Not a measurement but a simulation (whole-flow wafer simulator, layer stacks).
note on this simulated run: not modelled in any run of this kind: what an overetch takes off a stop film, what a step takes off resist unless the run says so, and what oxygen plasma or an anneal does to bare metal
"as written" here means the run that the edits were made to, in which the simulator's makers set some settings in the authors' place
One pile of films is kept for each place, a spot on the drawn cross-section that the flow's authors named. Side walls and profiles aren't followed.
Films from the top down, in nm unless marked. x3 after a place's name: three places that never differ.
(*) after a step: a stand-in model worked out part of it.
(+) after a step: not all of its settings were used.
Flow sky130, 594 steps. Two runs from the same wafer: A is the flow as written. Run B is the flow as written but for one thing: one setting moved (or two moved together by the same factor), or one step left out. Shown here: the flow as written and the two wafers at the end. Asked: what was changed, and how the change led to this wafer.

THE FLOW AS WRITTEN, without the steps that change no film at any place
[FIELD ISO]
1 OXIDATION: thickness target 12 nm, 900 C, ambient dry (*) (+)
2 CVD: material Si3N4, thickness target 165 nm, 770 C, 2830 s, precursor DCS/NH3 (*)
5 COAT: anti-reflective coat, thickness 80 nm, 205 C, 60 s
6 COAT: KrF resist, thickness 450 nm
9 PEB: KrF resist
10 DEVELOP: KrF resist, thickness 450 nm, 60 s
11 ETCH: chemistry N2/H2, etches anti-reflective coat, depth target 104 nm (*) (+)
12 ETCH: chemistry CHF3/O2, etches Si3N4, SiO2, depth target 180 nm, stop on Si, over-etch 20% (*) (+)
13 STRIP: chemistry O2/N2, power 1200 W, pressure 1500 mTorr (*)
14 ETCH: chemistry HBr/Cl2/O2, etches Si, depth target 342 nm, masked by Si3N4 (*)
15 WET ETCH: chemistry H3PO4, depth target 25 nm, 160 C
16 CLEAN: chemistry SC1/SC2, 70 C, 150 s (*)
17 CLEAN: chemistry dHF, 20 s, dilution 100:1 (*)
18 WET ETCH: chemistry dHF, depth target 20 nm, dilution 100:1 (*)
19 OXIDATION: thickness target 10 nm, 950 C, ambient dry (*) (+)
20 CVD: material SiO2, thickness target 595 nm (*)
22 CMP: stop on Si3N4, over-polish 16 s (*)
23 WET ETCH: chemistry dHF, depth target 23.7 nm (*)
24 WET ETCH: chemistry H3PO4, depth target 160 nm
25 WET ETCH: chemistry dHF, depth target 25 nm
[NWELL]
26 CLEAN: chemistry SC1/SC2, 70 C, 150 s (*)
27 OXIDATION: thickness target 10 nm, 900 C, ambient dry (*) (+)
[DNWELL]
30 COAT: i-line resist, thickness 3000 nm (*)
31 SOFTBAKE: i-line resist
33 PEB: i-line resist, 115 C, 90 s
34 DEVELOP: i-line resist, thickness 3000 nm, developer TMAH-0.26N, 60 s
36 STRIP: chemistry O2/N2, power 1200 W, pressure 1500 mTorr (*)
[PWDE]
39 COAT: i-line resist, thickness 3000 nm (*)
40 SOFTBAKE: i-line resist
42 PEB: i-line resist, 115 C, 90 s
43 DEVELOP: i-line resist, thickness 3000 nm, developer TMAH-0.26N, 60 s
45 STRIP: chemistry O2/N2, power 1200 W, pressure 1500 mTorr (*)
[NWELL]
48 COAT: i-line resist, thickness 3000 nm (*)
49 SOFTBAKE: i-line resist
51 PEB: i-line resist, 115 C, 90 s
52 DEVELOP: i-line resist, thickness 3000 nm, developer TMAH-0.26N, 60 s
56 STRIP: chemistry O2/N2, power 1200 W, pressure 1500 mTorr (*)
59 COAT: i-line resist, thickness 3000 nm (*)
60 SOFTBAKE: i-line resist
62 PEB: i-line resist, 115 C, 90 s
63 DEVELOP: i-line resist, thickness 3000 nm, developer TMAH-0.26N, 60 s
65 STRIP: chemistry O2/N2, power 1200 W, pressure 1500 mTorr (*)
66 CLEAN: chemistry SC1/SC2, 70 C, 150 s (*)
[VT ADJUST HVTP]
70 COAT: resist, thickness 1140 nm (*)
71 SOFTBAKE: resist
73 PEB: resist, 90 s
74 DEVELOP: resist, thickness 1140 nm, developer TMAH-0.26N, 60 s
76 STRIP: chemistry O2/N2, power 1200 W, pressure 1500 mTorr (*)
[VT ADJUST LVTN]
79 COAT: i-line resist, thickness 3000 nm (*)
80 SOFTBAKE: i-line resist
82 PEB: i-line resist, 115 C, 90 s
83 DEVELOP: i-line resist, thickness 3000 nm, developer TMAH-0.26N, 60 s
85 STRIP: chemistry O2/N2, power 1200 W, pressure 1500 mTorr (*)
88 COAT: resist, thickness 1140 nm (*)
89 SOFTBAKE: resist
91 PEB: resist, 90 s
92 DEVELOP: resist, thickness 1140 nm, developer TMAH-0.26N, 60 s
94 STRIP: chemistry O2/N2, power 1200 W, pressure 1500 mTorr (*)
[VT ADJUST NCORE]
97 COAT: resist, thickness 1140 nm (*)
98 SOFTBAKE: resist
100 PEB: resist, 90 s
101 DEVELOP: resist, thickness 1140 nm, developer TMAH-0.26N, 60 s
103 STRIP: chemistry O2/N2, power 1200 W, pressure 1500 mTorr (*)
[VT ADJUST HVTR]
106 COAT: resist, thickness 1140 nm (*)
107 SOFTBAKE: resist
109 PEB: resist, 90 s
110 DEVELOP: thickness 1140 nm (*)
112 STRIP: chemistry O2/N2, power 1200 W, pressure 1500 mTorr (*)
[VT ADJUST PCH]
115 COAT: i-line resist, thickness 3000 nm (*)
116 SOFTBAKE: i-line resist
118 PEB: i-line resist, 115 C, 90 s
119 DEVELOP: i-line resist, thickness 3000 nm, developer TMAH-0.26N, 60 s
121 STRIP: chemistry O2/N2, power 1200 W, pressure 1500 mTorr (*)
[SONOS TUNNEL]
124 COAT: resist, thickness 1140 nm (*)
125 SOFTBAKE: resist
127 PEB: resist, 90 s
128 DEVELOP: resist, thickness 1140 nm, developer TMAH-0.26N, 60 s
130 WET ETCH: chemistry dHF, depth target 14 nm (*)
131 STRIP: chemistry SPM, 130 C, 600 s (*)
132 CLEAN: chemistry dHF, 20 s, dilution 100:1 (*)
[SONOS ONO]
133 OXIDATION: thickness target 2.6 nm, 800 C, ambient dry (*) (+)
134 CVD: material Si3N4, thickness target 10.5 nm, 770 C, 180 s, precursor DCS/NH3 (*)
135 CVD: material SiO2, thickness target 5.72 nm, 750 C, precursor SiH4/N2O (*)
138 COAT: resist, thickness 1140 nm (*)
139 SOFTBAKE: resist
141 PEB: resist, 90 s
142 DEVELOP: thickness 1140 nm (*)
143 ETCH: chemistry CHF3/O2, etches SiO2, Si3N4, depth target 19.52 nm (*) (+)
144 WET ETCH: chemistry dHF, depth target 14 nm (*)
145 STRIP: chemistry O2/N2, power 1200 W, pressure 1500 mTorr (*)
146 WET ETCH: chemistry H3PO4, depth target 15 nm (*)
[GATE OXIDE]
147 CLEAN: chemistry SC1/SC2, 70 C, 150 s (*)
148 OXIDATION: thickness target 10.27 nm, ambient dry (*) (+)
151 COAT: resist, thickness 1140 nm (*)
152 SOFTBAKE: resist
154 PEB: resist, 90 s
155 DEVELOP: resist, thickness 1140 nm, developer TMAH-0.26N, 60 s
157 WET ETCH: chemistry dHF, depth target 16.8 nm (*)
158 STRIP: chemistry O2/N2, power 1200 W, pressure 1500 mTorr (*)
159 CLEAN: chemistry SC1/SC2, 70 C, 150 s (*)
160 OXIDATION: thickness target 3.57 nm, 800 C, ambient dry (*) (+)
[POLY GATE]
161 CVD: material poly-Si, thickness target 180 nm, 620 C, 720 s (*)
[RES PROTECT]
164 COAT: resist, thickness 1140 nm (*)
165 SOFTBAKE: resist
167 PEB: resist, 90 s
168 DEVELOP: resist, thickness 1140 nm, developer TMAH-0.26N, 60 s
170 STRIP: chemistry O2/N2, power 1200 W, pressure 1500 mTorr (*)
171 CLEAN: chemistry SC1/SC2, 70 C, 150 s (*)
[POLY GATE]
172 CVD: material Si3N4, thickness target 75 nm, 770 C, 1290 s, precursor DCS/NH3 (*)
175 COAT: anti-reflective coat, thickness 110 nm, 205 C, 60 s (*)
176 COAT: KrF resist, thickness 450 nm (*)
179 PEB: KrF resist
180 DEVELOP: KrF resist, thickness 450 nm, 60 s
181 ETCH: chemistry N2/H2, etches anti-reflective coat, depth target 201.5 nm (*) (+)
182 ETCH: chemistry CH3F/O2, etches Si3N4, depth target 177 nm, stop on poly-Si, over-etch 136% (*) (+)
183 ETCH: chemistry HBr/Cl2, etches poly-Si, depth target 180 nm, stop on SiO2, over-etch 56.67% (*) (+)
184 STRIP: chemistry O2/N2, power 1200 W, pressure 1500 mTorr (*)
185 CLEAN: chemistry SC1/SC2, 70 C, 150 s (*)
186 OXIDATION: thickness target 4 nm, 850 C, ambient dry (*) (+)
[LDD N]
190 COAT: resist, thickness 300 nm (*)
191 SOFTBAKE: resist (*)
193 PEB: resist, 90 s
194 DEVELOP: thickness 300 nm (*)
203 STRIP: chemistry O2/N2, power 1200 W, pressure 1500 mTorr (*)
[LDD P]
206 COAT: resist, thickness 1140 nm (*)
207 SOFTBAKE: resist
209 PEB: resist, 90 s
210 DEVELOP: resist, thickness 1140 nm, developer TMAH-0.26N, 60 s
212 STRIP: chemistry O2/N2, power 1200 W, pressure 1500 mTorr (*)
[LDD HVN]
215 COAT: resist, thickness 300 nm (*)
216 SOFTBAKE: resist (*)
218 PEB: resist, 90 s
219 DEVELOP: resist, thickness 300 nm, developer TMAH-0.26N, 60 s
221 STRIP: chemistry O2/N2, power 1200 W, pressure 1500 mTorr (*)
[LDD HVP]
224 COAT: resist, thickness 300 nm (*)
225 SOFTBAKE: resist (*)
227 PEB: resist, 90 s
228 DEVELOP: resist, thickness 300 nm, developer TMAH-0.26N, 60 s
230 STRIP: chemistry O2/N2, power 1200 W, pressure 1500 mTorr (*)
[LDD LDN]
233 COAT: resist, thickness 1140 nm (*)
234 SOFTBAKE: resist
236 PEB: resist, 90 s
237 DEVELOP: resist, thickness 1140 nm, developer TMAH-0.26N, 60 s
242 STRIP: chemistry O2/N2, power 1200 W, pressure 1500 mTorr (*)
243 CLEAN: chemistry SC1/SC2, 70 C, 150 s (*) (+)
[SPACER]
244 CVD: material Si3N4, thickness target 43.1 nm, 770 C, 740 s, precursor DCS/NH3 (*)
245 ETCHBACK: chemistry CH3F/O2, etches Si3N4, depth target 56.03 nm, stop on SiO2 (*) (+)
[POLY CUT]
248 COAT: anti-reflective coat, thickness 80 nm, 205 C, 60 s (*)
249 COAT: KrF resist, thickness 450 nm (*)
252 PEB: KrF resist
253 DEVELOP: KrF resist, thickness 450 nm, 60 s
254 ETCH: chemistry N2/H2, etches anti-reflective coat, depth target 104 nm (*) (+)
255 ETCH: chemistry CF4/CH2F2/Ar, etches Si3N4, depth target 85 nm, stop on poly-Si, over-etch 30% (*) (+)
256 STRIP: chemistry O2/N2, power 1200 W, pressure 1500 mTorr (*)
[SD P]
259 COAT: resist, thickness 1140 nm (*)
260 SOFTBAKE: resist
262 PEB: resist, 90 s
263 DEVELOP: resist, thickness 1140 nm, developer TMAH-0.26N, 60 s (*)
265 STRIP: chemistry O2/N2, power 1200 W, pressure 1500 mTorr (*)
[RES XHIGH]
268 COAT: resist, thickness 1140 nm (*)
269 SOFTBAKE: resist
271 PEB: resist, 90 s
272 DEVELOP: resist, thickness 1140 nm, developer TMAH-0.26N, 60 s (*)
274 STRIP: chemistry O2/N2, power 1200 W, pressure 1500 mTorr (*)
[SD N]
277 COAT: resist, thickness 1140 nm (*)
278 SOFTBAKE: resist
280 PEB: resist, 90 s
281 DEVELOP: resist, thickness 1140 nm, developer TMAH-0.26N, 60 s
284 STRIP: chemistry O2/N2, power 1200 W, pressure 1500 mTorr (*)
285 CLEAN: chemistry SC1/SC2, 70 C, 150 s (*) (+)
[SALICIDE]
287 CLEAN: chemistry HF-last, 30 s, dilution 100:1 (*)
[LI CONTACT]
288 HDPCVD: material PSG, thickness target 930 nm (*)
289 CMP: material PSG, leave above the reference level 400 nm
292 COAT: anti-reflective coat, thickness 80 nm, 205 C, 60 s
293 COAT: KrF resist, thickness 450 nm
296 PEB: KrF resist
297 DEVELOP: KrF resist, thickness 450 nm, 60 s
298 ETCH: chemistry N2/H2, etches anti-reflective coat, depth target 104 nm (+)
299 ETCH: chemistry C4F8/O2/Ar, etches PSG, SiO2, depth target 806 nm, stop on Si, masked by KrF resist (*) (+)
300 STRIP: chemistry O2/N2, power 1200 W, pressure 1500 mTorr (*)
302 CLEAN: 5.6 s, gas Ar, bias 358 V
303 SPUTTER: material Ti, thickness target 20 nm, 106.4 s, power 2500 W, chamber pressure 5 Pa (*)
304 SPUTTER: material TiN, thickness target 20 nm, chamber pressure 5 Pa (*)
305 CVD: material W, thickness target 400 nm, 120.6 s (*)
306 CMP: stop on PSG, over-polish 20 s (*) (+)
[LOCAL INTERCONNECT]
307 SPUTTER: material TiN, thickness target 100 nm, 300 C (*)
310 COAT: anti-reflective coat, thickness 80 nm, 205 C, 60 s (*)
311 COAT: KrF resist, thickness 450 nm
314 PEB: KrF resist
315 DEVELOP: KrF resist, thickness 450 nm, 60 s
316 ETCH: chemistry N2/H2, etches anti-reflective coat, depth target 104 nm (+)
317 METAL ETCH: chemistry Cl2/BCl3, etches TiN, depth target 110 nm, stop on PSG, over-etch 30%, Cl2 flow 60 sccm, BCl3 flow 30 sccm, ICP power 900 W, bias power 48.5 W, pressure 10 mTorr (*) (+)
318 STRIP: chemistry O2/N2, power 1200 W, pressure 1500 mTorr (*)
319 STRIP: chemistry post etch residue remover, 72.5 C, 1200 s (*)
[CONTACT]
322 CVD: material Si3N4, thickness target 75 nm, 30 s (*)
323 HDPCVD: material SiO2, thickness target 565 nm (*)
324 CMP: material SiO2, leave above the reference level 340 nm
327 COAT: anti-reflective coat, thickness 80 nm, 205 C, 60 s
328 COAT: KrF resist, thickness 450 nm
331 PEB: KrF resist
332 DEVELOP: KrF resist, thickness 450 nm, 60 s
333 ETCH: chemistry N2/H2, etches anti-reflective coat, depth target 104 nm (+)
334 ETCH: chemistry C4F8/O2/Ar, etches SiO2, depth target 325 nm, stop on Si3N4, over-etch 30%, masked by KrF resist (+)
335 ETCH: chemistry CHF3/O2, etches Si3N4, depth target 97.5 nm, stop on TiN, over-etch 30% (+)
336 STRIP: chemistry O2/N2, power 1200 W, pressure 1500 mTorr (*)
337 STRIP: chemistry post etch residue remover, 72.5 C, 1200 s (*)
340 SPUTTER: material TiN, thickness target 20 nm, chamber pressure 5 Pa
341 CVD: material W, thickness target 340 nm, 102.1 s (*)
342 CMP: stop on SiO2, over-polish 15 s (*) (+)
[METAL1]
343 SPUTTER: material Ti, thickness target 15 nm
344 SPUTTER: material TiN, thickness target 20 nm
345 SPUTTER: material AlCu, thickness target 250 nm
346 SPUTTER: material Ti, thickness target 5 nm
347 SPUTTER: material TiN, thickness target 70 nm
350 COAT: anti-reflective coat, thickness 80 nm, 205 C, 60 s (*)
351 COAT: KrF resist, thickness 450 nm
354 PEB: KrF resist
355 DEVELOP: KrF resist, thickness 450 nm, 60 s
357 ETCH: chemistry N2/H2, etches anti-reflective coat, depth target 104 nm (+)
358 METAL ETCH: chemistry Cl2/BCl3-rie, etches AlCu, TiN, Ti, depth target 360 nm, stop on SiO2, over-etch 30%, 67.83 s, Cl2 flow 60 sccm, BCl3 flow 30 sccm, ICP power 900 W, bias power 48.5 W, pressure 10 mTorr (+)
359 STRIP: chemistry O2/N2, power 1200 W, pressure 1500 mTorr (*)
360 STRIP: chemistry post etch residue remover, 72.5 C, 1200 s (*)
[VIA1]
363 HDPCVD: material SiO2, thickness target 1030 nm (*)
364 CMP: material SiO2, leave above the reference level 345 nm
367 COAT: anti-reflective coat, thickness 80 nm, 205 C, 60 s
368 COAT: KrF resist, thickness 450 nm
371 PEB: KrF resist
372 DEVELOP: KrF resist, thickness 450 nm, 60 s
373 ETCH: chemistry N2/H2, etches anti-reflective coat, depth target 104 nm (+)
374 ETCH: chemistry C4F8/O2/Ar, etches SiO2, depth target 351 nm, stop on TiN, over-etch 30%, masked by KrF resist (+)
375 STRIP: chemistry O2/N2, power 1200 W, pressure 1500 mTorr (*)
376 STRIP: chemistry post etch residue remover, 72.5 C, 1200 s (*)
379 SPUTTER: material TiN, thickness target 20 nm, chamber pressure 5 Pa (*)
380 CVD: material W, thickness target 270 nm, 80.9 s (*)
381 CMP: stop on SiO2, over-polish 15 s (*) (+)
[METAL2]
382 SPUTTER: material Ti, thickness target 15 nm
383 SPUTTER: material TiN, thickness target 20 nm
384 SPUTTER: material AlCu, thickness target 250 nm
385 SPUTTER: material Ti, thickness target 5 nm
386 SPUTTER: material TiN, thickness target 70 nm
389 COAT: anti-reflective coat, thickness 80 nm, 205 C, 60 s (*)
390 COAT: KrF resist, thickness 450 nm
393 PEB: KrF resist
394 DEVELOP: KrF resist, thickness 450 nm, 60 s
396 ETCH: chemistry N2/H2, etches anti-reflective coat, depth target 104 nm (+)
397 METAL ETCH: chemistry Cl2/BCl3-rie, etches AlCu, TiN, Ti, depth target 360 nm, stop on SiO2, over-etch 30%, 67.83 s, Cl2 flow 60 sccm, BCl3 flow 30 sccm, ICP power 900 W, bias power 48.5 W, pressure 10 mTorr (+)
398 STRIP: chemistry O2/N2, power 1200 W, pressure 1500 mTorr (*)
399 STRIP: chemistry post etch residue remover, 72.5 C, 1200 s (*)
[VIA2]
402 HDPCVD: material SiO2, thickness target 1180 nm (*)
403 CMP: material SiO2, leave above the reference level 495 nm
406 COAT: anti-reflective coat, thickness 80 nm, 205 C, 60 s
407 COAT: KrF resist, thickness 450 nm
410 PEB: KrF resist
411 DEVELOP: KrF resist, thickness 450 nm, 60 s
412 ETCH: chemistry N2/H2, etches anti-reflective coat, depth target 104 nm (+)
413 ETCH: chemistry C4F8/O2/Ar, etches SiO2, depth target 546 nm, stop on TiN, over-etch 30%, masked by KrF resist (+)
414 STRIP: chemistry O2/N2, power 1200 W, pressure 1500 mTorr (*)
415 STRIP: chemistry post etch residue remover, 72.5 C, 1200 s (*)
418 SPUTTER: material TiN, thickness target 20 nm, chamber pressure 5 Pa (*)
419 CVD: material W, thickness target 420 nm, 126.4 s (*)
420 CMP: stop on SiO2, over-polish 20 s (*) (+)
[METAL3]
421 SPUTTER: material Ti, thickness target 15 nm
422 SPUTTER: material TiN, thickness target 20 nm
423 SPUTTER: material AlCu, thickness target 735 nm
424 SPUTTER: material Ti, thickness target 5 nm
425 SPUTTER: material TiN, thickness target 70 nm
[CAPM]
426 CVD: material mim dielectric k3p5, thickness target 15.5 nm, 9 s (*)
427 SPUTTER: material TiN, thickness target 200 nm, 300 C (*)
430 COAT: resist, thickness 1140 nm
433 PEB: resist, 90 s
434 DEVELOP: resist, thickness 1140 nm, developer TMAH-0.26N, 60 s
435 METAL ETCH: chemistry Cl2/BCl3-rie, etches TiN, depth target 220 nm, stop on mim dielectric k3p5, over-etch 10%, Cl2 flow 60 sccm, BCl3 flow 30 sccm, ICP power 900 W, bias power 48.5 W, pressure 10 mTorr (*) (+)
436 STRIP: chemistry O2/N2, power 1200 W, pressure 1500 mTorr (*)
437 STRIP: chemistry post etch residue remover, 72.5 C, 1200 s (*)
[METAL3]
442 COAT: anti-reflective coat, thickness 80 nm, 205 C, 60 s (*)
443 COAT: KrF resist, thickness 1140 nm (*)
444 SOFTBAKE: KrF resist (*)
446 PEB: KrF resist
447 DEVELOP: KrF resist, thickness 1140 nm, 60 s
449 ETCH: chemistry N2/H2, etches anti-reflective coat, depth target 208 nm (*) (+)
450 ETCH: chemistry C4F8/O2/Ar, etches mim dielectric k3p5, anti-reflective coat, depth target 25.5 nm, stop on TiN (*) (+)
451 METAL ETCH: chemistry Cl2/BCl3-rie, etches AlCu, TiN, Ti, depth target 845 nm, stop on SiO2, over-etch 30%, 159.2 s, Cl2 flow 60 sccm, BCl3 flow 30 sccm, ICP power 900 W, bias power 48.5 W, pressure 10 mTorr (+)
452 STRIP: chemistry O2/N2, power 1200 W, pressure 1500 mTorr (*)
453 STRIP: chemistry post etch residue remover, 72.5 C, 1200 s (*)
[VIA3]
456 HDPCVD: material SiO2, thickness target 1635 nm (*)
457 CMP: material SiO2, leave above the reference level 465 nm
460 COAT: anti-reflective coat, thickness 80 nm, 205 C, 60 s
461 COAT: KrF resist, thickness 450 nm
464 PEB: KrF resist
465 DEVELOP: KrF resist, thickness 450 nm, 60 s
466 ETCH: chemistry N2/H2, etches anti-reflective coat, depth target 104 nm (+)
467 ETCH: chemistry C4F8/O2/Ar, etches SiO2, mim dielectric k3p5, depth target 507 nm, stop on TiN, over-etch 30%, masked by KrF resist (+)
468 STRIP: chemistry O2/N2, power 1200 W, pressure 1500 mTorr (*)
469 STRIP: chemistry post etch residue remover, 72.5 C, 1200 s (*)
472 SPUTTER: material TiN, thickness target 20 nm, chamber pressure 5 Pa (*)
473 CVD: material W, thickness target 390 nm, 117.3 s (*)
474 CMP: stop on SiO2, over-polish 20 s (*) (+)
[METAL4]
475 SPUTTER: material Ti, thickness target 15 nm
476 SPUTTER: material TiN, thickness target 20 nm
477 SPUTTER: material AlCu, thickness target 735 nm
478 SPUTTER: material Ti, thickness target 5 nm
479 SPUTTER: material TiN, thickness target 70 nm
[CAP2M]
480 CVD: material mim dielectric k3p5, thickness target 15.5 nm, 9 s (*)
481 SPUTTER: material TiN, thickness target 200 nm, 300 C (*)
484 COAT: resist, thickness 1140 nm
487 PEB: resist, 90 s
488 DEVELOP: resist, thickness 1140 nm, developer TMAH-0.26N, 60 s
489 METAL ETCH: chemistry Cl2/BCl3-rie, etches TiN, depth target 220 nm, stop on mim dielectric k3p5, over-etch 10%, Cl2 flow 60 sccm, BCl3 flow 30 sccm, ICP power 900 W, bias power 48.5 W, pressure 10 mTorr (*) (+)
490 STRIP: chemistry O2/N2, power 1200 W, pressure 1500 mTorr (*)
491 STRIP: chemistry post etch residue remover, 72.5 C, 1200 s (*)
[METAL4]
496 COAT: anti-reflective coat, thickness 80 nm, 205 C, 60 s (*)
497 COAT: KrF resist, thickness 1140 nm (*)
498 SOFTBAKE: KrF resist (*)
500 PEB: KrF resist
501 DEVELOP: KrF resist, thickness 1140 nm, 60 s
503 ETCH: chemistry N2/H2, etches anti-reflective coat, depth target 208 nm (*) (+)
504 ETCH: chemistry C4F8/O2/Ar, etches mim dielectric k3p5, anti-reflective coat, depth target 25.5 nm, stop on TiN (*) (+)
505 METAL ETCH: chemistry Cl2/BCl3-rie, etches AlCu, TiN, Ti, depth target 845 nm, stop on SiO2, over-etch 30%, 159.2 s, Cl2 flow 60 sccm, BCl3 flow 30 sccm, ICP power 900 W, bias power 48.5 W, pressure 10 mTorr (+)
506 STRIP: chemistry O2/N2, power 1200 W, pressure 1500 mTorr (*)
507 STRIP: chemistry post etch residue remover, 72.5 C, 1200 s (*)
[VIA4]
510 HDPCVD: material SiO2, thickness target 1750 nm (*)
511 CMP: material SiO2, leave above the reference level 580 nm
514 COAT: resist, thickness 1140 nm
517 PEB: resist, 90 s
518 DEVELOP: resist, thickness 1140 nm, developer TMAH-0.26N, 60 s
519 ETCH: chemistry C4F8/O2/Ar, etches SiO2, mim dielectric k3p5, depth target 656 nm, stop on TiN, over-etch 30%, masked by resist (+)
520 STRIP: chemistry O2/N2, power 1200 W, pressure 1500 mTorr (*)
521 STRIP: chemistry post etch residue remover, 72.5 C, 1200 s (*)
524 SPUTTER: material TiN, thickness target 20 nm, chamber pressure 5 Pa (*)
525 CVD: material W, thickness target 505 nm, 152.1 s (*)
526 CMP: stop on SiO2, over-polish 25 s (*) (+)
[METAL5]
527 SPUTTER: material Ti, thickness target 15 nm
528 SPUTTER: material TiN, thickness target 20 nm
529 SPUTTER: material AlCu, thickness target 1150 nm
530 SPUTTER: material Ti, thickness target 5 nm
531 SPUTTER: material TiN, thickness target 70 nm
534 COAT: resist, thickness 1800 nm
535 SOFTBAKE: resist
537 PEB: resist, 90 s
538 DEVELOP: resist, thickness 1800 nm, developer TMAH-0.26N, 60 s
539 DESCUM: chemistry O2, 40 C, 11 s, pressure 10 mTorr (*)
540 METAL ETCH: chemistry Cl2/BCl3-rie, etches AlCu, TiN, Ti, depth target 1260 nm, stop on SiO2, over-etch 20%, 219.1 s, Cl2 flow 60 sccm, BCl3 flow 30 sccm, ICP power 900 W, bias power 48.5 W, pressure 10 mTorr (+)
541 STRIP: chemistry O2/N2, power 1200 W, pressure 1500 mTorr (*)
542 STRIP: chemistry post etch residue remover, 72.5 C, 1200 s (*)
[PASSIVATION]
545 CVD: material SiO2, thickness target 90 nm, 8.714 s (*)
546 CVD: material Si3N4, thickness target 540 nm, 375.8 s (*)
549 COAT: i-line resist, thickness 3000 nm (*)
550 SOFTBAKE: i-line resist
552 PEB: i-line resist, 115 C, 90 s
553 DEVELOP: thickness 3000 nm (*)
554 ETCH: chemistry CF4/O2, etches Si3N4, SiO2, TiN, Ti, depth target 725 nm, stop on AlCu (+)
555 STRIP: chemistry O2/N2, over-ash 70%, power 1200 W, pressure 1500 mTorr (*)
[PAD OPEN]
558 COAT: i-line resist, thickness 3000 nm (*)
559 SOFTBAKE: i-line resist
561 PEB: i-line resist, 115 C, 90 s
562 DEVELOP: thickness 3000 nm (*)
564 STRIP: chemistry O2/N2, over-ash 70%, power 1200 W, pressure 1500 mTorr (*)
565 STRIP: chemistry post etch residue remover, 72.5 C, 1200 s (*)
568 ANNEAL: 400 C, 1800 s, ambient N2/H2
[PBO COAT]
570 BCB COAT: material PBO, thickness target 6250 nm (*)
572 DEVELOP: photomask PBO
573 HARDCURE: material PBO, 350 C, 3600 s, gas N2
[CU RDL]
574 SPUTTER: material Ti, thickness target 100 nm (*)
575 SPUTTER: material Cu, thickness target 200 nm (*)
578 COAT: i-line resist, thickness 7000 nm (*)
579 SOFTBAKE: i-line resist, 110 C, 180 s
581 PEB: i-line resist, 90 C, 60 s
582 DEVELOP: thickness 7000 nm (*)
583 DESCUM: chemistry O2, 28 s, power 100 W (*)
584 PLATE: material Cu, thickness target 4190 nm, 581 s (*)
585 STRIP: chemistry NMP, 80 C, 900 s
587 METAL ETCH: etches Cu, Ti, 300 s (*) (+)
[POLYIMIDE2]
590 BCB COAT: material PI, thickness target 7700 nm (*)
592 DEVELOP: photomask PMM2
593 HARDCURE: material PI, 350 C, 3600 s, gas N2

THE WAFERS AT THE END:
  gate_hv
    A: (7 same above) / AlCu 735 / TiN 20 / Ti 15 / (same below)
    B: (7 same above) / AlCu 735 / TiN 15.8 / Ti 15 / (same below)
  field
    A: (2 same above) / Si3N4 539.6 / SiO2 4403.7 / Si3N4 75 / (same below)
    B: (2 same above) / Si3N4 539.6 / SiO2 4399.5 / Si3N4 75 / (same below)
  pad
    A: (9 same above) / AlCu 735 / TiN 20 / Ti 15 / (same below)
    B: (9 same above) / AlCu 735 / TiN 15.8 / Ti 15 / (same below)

The cause: step 476, SPUTTER: thickness target 15.8 nm was run, where the flow has thickness target 20 nm.
It can be read off the wafer: gate_hv has TiN 15.8, and step 476 as written asks for 20 nm.

How the change led to this, step by step:
  476 SPUTTER: material TiN, thickness target 20 nm
      field, active, n_well and 189 more: A TiN +20 (new film) | B TiN +15.8 (new film)
  505 METAL ETCH: chemistry Cl2/BCl3-rie, etches AlCu, TiN, Ti, depth target 845 nm, stop on SiO2, over-etch 30%, 159.2 s, Cl2 flow 60 sccm, BCl3 flow 30 sccm, ICP power 900 W, bias power 48.5 W, pressure 10 mTorr (+)
      field, active, gate and 70 more: A TiN -70 (all of it), Ti -5 (all of it), AlCu -735 (all of it), TiN -20 (all of it), Ti -15 (all of it), SiO2 -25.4 | B TiN -70 (all of it), Ti -5 (all of it), AlCu -735 (all of it), TiN -15.8 (all of it), Ti -15 (all of it), SiO2 -25.8
      vpp_iso1, mim_edge_plate, m1_ln and 12 more: A TiN -70 (all of it), Ti -5 (all of it), AlCu -735 (all of it), TiN -20 (all of it), Ti -15 (all of it), SiO2 -25.3 | B TiN -70 (all of it), Ti -5 (all of it), AlCu -735 (all of it), TiN -15.8 (all of it), Ti -15 (all of it), SiO2 -25.8
